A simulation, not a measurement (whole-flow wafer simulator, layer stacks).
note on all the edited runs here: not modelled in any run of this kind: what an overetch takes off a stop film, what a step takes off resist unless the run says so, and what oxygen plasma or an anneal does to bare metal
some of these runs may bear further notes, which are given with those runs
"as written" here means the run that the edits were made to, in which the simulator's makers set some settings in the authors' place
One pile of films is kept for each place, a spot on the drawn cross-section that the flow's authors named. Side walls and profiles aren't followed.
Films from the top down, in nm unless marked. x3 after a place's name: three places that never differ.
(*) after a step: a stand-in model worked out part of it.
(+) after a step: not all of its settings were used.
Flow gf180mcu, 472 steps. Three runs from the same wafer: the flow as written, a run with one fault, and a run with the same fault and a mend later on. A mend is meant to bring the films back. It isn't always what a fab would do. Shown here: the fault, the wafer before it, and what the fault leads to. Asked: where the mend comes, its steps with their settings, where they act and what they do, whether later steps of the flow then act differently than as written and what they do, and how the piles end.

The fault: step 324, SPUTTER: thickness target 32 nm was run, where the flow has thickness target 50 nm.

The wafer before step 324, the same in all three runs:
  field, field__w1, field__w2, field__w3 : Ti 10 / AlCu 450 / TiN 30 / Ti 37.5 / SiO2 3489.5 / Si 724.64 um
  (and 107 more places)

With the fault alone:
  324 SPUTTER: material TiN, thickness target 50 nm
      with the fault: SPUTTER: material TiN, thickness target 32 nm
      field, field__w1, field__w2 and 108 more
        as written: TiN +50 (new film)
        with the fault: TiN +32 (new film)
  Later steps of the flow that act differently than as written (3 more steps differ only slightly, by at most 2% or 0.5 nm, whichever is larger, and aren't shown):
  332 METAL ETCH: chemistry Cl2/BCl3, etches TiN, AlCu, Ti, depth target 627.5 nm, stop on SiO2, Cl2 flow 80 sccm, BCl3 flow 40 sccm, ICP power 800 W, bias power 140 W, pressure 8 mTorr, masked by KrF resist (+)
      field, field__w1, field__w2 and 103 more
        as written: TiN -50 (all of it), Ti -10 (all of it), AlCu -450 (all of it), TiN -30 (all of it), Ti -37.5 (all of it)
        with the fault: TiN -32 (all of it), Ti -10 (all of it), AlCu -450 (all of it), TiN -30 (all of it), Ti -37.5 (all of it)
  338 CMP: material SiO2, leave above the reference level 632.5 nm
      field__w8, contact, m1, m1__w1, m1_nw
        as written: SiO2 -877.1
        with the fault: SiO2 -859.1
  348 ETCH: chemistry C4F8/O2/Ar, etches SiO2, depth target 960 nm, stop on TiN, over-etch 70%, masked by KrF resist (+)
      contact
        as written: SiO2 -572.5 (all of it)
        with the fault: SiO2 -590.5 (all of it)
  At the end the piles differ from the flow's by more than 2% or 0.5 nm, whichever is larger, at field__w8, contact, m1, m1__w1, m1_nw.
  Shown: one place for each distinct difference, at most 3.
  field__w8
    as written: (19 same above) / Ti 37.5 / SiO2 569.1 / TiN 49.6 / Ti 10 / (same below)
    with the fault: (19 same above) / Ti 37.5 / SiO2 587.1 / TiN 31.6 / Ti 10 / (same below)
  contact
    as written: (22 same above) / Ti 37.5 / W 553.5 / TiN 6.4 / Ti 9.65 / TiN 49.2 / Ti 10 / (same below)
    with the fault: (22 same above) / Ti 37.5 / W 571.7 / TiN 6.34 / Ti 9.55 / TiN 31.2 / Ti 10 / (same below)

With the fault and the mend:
  The mend comes after step 331.
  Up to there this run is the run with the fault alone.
  331a STRIP: chemistry O2/N2, power 2160 W, pressure 1700 mTorr (*)
      field__w8, contact, m1, m1__w1, m1_nw
        KrF resist -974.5 (all of it)
  331b SPUTTER: material TiN, thickness target 18 nm (the flow's step 324 once more, with other settings)
      field, field__w1, field__w2 and 108 more
        TiN +18
  331c HMDS: 120 C, 60 s (the flow's step 326 once more)
      changes no film at any place that is followed
  331d COAT: KrF resist, thickness 1000 nm (the flow's step 327 once more)
      field, field__w1, field__w2 and 108 more
        KrF resist +1000 (new film)
  331e SOFTBAKE: KrF resist (the flow's step 328 once more)
      changes no film at any place that is followed
  331f EXPOSE: photomask Metal3 (the flow's step 329 once more)
      changes no film at any place that is followed
  331g PEB: KrF resist, 135 C, 90 s (the flow's step 330 once more)
      field, field__w1, field__w2 and 108 more
        KrF resist -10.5
  331h DEVELOP: thickness 1000 nm, 60 s (the flow's step 331 once more)
      field, field__w1, field__w2 and 103 more
        KrF resist -989.5 (all of it)
      field__w8, contact, m1, m1__w1, m1_nw
        KrF resist -14.9
  No later step of the flow acts differently than as written at any place that is followed.
  At the end the piles are the same as the flow's at every place that both follow.
